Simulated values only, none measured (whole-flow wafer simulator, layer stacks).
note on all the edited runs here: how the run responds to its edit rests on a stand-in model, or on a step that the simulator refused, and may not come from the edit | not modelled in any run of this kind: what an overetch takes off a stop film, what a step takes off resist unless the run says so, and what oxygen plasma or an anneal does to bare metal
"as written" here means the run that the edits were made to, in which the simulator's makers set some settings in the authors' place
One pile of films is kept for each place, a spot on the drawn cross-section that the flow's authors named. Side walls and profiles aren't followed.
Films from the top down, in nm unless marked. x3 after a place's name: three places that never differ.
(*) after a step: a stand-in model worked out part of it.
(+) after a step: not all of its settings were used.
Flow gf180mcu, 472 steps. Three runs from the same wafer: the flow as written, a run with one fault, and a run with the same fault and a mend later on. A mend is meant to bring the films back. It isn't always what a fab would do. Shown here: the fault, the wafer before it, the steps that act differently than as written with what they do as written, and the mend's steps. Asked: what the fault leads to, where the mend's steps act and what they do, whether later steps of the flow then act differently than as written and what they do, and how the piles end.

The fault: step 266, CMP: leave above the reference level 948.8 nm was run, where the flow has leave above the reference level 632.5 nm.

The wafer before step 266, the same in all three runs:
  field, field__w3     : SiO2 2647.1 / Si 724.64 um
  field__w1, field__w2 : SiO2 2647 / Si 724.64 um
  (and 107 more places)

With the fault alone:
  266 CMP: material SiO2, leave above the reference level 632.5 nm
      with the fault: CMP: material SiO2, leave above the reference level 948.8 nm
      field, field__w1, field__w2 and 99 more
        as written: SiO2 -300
        with the fault: nothing
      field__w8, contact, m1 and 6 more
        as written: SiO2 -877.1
        with the fault: SiO2 -560.8
  Later steps of the flow that act differently than as written (9 more steps differ only slightly, by at most 2% or 0.5 nm, whichever is larger, and aren't shown):
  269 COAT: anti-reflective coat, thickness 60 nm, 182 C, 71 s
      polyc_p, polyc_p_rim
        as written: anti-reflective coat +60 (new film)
        with the fault: anti-reflective coat +53.1 (new film)
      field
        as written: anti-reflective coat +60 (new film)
        with the fault: anti-reflective coat +66.4 (new film)
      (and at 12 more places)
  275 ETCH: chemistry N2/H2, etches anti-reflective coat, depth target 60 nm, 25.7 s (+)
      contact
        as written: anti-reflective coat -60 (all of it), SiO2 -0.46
        with the fault: anti-reflective coat -50.5 (all of it), SiO2 -0.7
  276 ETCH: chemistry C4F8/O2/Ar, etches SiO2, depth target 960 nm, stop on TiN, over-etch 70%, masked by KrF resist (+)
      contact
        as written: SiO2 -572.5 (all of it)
        with the fault: SiO2 -888.5 (all of it)
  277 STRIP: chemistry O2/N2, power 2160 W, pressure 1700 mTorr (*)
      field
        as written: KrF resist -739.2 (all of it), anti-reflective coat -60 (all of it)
        with the fault: KrF resist -735.8 (all of it), anti-reflective coat -66.4 (all of it)
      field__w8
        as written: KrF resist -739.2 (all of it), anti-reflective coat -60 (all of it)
        with the fault: KrF resist -737.7 (all of it), anti-reflective coat -50.6 (all of it)
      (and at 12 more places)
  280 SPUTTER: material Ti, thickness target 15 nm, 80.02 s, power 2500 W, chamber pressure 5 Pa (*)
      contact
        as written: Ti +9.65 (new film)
        with the fault: Ti +8.11 (new film)
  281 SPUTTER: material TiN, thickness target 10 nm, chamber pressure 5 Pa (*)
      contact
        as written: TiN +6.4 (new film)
        with the fault: TiN +5.38 (new film)
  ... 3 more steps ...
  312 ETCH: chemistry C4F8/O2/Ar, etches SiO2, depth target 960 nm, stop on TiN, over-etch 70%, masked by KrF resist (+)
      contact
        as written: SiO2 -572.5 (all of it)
        with the fault: SiO2 -588 (all of it)
  At the end the piles differ from the flow's by more than 2% or 0.5 nm, whichever is larger, at field, field__w1, field__w2 and 109 more.
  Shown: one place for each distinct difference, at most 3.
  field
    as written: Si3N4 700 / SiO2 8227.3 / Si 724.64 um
    with the fault: Si3N4 700 / SiO2 8542.8 / Si 724.64 um
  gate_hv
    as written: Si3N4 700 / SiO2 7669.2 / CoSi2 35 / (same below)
    with the fault: Si3N4 700 / SiO2 7984.7 / CoSi2 35 / (same below)
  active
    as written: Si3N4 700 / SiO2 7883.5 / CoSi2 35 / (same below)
    with the fault: Si3N4 700 / SiO2 8199 / CoSi2 35 / (same below)

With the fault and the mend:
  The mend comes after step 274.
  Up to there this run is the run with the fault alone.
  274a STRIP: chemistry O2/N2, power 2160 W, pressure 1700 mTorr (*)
      iso_ptap_pw, iso_ntap_nw, iso_nw_fld and 33 more
        KrF resist -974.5 (all of it), anti-reflective coat -60 (all of it)
      field__w2, field__w3, field__w6 and 20 more
        KrF resist -974.7 (all of it), anti-reflective coat -60 (all of it)
      field_sub, field_sub__w1, field_sub__w2 and 12 more
        KrF resist -974.6 (all of it), anti-reflective coat -60 (all of it)
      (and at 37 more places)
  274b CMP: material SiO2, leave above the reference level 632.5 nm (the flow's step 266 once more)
      field, field__w1, field__w2 and 99 more
        SiO2 -300
      field__w8, contact, m1 and 6 more
        SiO2 -316.3
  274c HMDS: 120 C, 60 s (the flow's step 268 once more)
      changes no film at any place that is followed
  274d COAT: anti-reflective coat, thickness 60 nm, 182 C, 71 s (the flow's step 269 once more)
      field, field__w1, field__w2 and 108 more
        anti-reflective coat +60 (new film)
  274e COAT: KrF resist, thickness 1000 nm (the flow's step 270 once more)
      field, field__w1, field__w2 and 108 more
        KrF resist +1000 (new film)
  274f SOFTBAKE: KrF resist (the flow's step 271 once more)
      changes no film at any place that is followed
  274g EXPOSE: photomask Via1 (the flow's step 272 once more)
      changes no film at any place that is followed
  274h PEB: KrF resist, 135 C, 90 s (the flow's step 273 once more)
      field, field__w1, field__w2 and 108 more
        KrF resist -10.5
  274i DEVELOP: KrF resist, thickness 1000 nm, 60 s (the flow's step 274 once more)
      field, field__w1, field__w2 and 107 more
        KrF resist -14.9
      contact
        KrF resist -989.5 (all of it)
  No later step of the flow acts differently than as written at any place that is followed.
  At the end the piles are the same as the flow's at every place that both follow.
